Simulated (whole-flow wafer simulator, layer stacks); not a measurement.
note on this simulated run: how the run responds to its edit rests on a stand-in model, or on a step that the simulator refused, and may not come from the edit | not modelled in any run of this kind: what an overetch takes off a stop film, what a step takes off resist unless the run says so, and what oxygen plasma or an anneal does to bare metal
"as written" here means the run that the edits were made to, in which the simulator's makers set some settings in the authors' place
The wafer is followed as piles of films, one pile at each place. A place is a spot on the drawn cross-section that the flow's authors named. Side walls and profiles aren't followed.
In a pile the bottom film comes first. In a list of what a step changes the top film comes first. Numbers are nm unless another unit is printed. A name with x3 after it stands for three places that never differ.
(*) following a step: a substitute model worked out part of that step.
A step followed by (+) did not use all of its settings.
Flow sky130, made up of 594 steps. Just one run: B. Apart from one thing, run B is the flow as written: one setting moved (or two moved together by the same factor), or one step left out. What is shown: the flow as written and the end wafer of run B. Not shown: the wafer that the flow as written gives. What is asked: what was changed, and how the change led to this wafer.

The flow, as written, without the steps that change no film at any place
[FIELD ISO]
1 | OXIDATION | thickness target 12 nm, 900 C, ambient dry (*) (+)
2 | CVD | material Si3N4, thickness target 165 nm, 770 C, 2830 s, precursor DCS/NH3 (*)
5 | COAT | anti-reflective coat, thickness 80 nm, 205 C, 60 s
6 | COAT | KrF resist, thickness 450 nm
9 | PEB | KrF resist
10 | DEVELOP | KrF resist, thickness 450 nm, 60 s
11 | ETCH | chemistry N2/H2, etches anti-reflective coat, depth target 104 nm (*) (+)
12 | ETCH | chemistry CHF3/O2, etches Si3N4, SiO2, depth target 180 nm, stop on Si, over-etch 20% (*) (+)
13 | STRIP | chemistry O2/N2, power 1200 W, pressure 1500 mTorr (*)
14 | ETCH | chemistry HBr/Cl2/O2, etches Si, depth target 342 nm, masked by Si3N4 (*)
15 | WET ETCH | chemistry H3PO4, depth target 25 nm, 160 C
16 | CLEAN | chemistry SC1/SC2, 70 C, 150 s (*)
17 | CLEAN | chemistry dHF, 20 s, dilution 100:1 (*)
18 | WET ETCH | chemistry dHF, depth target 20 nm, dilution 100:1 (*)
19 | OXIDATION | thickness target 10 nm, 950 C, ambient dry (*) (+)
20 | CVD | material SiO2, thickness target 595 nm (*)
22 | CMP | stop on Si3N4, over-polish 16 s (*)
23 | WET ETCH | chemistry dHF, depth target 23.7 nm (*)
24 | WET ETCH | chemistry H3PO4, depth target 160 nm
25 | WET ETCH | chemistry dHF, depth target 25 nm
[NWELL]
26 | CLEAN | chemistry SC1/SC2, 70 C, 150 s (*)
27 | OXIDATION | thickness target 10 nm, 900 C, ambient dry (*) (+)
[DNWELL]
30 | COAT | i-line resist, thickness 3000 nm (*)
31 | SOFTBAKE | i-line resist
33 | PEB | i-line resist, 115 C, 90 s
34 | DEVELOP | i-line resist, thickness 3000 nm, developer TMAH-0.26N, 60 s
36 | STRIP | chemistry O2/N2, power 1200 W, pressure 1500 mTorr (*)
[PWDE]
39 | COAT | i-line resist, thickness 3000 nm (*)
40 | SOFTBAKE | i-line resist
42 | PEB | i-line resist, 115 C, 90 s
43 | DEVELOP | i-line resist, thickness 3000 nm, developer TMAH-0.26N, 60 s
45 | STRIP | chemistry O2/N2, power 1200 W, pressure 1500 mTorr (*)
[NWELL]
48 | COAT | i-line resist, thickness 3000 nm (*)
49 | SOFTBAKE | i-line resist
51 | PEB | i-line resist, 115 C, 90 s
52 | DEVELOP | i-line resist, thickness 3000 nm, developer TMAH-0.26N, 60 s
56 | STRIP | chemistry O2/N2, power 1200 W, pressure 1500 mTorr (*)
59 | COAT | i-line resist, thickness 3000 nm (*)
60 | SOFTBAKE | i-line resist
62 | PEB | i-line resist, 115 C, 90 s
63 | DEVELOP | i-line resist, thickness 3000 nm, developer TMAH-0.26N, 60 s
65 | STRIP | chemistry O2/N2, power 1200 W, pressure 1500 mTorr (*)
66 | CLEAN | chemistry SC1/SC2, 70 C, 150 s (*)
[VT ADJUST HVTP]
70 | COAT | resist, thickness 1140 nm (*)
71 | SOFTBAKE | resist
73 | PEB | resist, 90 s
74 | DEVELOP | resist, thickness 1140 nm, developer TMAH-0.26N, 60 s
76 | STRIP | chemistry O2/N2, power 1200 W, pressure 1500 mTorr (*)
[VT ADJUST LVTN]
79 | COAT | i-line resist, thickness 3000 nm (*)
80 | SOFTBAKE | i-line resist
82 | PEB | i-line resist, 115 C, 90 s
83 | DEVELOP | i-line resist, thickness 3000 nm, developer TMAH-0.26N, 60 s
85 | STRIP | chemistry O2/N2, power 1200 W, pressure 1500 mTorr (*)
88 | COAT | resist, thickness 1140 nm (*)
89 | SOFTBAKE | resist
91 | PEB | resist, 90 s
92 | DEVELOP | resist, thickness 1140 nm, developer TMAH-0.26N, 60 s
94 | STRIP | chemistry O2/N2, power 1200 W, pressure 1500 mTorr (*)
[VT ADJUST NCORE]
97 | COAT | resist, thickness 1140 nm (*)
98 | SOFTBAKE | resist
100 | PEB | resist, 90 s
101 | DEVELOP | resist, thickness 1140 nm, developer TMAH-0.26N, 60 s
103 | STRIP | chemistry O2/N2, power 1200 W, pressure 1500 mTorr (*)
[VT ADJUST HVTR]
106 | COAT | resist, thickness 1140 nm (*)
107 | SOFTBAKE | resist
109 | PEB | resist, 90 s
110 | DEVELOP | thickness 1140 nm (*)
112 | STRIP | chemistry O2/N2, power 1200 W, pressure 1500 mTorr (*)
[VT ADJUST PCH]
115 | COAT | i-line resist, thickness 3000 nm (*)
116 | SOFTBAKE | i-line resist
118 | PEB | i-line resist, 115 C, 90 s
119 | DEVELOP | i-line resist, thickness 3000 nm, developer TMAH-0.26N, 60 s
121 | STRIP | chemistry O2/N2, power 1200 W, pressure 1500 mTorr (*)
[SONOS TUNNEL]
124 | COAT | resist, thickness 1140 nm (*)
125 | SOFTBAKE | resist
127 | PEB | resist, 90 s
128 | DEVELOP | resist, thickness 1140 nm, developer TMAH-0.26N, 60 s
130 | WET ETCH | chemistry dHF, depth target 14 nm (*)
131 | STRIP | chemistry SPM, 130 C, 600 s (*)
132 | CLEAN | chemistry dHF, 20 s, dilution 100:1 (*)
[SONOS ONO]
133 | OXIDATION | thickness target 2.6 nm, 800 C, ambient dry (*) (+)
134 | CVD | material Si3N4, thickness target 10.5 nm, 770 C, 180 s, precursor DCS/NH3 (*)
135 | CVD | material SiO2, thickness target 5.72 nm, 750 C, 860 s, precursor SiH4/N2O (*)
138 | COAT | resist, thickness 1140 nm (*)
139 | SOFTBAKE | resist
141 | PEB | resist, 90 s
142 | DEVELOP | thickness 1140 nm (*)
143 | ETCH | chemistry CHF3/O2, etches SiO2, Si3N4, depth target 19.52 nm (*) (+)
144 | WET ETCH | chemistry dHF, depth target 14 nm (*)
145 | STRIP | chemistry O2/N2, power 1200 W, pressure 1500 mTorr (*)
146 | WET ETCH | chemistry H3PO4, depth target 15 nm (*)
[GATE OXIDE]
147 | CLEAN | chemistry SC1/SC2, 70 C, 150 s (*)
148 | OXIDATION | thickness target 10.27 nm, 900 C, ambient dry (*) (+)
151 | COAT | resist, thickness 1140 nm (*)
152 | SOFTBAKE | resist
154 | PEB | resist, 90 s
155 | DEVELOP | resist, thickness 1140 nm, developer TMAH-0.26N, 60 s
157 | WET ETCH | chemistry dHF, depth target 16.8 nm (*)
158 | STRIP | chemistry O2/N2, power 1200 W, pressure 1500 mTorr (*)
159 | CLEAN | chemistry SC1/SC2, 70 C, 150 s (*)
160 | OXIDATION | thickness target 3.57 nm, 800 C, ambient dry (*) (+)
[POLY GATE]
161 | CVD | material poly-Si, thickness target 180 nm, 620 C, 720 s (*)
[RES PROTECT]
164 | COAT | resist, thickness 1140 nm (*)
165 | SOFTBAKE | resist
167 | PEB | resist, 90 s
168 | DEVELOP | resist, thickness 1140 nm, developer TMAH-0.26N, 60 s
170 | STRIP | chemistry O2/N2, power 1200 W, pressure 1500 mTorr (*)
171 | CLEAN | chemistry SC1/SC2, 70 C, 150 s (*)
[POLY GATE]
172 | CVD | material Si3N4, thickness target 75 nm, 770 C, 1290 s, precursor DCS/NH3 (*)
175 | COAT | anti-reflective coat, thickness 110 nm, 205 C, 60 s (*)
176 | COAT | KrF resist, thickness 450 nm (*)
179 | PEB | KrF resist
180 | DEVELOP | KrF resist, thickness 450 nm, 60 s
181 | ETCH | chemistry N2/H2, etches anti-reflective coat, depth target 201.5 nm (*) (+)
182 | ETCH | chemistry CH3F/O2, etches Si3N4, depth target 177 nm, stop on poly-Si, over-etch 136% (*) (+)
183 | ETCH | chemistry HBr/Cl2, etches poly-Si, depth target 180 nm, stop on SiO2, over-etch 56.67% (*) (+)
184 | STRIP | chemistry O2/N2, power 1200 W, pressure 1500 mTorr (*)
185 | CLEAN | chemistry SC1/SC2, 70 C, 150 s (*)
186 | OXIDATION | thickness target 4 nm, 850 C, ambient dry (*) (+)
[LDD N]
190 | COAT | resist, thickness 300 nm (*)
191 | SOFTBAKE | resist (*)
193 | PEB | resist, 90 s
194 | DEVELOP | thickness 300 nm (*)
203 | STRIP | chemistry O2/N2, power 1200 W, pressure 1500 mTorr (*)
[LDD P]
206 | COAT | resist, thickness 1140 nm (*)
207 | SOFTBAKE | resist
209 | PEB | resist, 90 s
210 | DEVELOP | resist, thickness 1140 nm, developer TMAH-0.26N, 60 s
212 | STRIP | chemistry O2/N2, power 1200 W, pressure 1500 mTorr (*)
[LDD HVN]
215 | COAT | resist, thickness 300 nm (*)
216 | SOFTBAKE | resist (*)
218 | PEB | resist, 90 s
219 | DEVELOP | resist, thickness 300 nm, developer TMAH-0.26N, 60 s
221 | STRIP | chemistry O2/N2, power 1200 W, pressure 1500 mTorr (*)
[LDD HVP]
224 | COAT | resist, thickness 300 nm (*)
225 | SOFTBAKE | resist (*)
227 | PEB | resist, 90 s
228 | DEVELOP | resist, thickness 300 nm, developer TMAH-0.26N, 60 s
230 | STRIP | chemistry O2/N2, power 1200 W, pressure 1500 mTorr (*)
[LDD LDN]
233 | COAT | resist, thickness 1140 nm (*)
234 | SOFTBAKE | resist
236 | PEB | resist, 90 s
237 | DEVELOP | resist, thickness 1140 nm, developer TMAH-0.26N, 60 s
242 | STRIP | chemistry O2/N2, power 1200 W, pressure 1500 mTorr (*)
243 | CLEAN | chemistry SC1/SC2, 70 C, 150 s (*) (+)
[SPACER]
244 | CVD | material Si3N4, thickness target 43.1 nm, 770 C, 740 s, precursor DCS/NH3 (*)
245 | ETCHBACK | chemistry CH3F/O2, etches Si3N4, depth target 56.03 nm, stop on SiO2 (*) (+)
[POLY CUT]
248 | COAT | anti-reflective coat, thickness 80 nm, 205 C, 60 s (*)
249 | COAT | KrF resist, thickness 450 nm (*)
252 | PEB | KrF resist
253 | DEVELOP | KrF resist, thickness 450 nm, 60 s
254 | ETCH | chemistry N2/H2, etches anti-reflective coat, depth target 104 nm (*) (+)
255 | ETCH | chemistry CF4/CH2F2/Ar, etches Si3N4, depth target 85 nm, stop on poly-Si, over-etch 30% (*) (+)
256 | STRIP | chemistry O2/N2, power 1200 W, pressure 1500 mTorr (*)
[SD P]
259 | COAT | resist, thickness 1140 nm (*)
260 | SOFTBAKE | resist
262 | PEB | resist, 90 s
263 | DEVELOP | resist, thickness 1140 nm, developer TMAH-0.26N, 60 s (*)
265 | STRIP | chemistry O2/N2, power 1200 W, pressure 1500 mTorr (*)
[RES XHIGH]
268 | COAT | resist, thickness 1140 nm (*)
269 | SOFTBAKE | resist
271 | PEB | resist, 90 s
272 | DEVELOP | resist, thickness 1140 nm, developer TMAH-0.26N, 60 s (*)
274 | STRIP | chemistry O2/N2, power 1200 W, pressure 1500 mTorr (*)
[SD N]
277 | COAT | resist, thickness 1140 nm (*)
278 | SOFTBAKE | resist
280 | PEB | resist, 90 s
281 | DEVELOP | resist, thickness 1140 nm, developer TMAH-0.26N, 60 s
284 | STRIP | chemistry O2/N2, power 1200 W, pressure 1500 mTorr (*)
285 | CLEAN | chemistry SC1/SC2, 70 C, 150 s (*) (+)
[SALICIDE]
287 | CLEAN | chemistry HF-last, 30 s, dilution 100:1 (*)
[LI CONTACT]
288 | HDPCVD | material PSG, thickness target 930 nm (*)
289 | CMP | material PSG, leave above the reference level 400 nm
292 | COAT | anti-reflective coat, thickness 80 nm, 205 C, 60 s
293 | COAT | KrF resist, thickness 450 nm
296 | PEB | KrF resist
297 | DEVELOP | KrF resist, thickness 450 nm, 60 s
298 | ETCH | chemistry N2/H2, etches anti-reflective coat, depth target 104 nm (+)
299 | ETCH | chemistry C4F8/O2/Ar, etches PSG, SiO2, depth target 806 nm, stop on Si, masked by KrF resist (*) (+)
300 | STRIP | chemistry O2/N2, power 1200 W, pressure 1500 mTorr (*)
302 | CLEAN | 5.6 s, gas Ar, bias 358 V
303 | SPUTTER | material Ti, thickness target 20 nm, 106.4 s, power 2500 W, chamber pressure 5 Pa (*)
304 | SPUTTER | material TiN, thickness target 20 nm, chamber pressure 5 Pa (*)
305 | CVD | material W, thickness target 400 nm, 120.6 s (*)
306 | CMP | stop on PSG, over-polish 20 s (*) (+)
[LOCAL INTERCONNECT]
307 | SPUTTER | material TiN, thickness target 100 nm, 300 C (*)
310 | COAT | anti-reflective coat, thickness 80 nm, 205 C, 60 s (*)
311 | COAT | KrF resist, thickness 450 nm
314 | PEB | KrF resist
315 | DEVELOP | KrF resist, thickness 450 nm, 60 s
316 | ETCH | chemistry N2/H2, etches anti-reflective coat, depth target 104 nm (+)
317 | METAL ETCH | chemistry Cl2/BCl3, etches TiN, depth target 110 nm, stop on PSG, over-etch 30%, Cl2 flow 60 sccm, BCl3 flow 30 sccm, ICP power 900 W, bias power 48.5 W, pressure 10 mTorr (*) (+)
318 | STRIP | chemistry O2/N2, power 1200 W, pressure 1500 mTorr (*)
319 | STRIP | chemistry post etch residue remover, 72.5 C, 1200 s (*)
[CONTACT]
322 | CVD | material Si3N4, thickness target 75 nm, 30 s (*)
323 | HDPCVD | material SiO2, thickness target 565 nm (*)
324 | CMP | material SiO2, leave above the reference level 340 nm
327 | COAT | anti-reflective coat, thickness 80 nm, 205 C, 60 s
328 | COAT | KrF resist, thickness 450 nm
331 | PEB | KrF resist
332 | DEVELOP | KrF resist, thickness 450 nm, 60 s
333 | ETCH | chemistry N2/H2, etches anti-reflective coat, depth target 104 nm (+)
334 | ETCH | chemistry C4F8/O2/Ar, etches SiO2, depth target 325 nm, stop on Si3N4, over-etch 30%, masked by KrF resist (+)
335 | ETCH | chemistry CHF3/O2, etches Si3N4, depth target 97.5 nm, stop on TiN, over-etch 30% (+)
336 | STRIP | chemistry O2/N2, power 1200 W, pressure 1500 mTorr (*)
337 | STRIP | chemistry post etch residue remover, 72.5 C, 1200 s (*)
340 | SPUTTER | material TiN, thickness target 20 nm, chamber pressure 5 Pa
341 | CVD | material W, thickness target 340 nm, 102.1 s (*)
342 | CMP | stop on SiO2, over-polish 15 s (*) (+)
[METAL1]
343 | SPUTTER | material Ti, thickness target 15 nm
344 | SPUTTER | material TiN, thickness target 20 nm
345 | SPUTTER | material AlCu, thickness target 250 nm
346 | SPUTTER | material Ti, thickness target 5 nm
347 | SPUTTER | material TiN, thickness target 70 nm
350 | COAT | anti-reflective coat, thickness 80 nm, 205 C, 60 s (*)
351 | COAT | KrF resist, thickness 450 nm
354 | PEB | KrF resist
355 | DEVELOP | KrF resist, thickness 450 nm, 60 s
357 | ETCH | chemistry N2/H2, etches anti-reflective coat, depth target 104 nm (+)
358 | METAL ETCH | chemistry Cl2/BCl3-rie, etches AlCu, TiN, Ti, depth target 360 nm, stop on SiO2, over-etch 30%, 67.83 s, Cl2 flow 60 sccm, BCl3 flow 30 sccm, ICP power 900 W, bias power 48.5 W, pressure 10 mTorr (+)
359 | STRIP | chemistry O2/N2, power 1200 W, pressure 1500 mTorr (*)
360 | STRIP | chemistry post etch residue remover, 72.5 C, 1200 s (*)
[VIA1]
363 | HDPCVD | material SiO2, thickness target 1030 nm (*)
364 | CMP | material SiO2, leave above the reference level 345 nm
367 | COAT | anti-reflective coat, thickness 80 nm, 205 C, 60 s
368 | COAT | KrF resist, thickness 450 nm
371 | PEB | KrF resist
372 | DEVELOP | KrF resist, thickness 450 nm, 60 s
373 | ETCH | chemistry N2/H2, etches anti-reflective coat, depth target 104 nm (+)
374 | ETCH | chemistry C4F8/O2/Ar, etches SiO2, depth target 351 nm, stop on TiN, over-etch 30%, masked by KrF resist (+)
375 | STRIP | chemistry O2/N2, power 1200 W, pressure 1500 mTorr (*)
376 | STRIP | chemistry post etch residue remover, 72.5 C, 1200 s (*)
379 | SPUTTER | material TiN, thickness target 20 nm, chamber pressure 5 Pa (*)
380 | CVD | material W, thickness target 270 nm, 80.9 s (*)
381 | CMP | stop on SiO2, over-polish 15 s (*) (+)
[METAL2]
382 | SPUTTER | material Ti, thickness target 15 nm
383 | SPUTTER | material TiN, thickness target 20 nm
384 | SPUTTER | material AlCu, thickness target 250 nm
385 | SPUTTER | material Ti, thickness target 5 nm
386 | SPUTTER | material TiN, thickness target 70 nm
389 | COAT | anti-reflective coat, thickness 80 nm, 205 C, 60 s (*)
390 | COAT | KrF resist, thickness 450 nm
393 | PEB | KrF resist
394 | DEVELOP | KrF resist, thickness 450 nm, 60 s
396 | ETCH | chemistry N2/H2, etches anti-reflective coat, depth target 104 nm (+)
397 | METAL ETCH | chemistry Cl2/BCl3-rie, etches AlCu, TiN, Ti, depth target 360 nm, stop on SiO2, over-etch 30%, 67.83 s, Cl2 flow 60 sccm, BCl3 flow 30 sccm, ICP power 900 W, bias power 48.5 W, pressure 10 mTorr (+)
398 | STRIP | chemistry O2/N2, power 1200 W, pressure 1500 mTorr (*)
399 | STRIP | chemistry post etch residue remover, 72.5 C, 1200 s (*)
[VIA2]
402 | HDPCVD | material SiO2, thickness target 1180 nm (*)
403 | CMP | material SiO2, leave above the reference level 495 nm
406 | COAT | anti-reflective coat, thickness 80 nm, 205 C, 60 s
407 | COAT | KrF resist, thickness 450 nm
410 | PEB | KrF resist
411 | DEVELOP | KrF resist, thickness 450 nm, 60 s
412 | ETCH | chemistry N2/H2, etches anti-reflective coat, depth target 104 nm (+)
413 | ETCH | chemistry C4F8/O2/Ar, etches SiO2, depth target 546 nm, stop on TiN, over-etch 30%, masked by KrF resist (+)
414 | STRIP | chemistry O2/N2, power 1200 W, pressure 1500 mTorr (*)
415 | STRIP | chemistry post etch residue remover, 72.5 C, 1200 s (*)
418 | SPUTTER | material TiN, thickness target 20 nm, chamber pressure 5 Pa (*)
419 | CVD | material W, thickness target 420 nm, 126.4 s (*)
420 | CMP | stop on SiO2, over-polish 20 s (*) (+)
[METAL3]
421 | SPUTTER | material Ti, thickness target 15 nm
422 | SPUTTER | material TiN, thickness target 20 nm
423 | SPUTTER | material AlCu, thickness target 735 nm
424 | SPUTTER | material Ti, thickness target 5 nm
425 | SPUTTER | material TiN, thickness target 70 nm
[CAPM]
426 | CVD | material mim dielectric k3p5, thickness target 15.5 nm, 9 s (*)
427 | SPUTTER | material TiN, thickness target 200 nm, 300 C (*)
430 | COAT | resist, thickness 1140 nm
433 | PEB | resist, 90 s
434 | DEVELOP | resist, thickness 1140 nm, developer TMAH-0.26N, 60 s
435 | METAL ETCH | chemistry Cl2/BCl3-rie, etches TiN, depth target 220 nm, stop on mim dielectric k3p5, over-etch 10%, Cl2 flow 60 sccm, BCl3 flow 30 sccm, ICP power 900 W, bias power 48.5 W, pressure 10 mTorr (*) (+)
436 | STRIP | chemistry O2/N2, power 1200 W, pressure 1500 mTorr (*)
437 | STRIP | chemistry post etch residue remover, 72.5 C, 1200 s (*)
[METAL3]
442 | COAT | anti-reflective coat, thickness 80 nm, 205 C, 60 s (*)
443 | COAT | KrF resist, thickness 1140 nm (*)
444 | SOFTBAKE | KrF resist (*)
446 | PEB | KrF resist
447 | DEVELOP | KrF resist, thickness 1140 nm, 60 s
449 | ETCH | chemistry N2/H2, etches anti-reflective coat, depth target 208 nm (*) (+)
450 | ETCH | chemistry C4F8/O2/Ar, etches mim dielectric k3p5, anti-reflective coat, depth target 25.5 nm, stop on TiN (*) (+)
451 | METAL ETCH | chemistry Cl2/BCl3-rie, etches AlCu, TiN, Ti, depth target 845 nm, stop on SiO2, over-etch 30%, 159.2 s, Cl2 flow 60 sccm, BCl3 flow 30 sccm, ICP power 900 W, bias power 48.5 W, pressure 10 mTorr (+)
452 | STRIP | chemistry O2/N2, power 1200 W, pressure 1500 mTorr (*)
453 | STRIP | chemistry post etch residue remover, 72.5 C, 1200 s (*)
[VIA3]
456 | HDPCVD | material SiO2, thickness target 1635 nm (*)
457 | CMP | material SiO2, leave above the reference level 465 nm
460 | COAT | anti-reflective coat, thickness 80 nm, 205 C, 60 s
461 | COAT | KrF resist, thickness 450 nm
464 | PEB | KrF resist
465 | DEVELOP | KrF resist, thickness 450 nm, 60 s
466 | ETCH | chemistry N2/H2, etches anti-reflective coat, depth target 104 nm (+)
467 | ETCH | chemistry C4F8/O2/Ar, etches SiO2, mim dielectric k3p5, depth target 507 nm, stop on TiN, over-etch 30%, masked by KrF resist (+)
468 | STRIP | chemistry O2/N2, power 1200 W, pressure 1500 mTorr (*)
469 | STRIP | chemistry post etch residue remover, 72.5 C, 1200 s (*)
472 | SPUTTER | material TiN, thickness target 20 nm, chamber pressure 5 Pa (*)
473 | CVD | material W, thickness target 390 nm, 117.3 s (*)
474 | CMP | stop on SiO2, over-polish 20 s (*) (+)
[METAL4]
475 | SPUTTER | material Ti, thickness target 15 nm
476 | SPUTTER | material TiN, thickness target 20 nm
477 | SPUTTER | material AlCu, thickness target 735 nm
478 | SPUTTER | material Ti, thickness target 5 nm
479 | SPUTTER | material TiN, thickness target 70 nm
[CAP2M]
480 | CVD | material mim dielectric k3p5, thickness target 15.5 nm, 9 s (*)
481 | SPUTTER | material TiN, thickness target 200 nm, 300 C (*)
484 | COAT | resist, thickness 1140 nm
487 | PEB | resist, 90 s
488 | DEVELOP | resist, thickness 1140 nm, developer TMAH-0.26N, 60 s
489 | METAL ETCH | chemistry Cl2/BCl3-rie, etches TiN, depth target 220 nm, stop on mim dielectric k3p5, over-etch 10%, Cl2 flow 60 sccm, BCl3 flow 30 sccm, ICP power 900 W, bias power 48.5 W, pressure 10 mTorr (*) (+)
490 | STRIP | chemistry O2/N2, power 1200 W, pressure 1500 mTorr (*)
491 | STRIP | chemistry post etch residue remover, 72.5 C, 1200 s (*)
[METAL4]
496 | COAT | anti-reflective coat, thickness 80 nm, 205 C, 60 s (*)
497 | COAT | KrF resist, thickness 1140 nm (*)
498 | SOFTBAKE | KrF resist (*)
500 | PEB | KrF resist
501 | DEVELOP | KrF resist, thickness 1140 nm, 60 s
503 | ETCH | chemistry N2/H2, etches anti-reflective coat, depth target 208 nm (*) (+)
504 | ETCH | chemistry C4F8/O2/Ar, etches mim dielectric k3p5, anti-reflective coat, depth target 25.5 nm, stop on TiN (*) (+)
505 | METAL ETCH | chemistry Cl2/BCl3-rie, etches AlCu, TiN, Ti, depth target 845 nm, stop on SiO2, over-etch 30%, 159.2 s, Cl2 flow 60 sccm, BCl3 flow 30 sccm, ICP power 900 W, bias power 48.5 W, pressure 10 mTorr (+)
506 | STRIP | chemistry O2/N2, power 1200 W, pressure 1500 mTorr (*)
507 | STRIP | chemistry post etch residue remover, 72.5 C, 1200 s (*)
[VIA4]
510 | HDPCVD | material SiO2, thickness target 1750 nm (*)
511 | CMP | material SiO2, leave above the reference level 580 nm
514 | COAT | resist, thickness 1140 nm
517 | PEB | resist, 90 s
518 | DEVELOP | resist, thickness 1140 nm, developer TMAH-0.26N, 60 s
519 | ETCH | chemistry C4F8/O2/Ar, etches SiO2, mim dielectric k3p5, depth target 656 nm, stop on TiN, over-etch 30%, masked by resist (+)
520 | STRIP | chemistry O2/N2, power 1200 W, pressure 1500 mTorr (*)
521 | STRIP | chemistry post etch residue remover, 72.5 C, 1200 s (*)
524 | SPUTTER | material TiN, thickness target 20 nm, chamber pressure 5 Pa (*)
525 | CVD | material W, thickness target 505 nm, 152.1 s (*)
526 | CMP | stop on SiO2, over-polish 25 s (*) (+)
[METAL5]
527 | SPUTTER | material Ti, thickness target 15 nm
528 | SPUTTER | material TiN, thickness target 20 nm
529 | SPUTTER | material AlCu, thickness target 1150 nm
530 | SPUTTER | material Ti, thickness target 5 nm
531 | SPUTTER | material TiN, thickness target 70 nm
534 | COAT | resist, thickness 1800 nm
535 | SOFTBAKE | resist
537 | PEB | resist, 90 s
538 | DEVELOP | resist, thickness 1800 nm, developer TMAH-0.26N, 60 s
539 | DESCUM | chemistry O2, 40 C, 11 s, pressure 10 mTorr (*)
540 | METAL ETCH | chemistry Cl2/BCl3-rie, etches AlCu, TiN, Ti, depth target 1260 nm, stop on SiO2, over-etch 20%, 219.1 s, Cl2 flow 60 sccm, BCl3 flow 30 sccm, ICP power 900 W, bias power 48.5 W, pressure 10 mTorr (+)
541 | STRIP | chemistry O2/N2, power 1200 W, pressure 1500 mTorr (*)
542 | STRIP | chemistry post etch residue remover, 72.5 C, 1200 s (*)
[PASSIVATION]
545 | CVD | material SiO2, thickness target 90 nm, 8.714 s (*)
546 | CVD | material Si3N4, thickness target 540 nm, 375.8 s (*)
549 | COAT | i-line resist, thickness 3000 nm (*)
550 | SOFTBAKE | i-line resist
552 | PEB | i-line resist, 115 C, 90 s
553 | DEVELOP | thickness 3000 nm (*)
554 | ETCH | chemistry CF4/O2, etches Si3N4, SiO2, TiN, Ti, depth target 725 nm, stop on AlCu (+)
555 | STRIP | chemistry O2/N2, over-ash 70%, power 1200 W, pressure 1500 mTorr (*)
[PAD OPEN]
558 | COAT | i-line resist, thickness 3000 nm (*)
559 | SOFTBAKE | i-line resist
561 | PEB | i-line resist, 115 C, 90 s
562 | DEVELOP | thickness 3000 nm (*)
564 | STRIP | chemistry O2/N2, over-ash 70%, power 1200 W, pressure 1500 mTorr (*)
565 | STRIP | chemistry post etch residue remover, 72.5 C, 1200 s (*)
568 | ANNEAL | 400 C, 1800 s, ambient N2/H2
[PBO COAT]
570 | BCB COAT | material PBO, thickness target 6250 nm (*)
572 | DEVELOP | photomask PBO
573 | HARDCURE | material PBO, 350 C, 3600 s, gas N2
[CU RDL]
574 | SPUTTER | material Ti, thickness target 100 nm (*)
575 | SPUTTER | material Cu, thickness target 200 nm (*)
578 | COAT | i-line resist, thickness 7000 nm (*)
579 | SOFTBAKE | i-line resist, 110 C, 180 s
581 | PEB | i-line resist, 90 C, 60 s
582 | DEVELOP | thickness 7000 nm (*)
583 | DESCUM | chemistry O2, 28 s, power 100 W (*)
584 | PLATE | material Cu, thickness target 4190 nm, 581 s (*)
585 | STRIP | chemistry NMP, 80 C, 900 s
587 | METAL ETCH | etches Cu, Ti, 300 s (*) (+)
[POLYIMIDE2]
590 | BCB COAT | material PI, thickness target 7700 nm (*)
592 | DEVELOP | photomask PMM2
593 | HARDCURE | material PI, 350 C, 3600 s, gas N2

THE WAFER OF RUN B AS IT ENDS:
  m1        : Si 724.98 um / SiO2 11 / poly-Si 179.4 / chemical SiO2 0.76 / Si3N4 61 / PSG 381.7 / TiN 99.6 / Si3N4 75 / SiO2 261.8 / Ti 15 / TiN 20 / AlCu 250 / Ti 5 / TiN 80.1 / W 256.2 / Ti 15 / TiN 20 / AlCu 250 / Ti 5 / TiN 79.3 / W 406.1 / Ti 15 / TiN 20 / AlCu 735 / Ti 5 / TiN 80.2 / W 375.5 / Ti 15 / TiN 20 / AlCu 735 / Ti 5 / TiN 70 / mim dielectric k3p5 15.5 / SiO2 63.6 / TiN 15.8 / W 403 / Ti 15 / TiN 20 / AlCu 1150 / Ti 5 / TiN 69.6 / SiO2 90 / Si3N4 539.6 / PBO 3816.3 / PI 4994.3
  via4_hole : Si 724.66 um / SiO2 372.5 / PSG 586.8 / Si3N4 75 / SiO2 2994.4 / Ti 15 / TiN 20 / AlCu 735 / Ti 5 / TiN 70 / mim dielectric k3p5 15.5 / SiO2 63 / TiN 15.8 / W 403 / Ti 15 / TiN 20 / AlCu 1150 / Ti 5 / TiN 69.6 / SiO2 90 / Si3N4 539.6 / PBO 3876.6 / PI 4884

What caused this: step 519, ETCH: depth target 426.5 nm was run, though the flow has depth target 656 nm.

Step by step, how the change led to this:
  519 | ETCH | chemistry C4F8/O2/Ar, etches SiO2, mim dielectric k3p5, depth target 656 nm, stop on TiN, over-etch 30%, masked by resist (+)
      m1: SiO2 loses 426.5 (in the flow as written it would be: SiO2 loses 490.1 (all of it), mim dielectric k3p5 loses 15.5 (all of it))
      via4_hole: SiO2 loses 426.5 (in the flow as written it would be: SiO2 loses 489.5 (all of it), mim dielectric k3p5 loses 15.5 (all of it))
      (and at 191 other places as well)
  520 | STRIP | chemistry O2/N2, power 1200 W, pressure 1500 mTorr (*)
      field, active, n_well and 188 more: resist loses 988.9 (all of it) (in the flow as written it would be: resist loses 943 (all of it))
  524 | SPUTTER | material TiN, thickness target 20 nm, chamber pressure 5 Pa (*)
      m1, via4_hole: TiN gains 15.8 (new film) (in the flow as written it would be: TiN gains 15.3)
  525 | CVD | material W, thickness target 505 nm, 152.1 s (*)
      m1: W gains 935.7 (new film) (in the flow as written it would be: W gains 1015.8 (new film))
      via4_hole: W gains 935.7 (new film) (in the flow as written it would be: W gains 1015.2 (new film))
Taking metal films that touch as one body, m1 has 3 bodies (between them, from the top down: SiO2 63.6 / mim dielectric k3p5 15.5; SiO2 261.8 / Si3N4 75); the flow as written gives 2 bodies (between them, from the top down: SiO2 261.8 / Si3N4 75).
Taking metal films that touch as one body, via4_hole has 2 bodies (between them, from the top down: SiO2 63 / mim dielectric k3p5 15.5); the flow as written gives 1 body.
